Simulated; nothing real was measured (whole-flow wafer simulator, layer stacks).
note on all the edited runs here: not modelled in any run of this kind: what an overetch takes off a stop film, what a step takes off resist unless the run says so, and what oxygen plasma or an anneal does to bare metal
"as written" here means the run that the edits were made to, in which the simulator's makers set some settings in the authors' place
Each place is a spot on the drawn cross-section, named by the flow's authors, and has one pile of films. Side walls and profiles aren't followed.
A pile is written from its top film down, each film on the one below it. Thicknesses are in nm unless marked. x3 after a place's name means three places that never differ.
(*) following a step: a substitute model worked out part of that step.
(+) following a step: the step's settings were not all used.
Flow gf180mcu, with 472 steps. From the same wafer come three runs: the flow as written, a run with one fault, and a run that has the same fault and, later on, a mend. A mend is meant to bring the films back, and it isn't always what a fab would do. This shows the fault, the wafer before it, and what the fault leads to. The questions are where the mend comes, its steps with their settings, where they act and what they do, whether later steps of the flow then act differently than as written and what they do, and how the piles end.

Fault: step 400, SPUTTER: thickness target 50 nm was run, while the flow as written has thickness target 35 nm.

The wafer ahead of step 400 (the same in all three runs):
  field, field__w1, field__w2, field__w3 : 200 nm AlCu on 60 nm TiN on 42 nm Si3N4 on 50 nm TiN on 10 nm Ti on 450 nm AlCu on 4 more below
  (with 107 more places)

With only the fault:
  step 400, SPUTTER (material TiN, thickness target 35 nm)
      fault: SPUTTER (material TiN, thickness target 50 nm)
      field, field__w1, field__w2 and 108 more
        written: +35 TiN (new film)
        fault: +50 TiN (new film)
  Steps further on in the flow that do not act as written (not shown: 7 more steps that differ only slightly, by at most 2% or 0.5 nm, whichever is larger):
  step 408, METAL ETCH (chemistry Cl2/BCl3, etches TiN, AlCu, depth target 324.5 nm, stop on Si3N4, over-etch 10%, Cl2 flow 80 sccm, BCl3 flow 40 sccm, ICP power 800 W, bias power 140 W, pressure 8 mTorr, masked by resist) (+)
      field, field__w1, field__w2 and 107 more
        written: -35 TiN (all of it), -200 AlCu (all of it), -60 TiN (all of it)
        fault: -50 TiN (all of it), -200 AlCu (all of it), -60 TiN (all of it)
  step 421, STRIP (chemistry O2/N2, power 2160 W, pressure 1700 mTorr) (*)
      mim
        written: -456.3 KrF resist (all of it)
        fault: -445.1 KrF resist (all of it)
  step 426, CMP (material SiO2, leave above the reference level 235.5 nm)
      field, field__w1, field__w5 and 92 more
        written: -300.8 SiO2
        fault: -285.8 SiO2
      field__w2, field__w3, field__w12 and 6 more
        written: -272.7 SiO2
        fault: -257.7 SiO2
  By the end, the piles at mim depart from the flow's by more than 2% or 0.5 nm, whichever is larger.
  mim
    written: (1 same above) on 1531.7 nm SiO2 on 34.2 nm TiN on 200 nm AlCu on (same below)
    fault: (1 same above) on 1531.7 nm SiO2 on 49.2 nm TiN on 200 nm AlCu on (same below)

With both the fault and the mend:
  After step 407 comes the mend.
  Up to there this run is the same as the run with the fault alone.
  step 407a, STRIP (chemistry O2/N2, power 2160 W, pressure 1700 mTorr) (*)
      mim
        -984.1 resist (all of it)
  step 407b, METAL ETCH (chemistry Cl2/BCl3, etches TiN, AlCu, Ti, depth target 15 nm, Cl2 flow 80 sccm, BCl3 flow 40 sccm, ICP power 800 W, bias power 140 W, pressure 8 mTorr) (the flow's step 260 again, with other settings)
      field, field__w1, field__w2 and 108 more
        -15 TiN
  step 407c, HMDS (120 C, 60 s) (the flow's step 402 again)
      alters no film at any place that is followed
  step 407d, COAT (resist, thickness 1000 nm) (the flow's step 403 again)
      field, field__w1, field__w2 and 108 more
        +1000 resist (new film)
  step 407e, SOFTBAKE (resist) (the flow's step 404 again)
      alters no film at any place that is followed
  step 407f, EXPOSE (photomask FuseTop) (the flow's step 405 again)
      alters no film at any place that is followed
  step 407g, PEB (resist, 70.3 s) (the flow's step 406 again)
      field, field__w1, field__w2 and 108 more
        -15.9 resist
  step 407h, DEVELOP (thickness 1000 nm, 60 s) (the flow's step 407 again)
      field, field__w1, field__w2 and 107 more
        -984.1 resist (all of it)
  Later steps of the flow that are run all act as written at every place that is followed.
  The piles end the same as the flow's at every place that both follow.
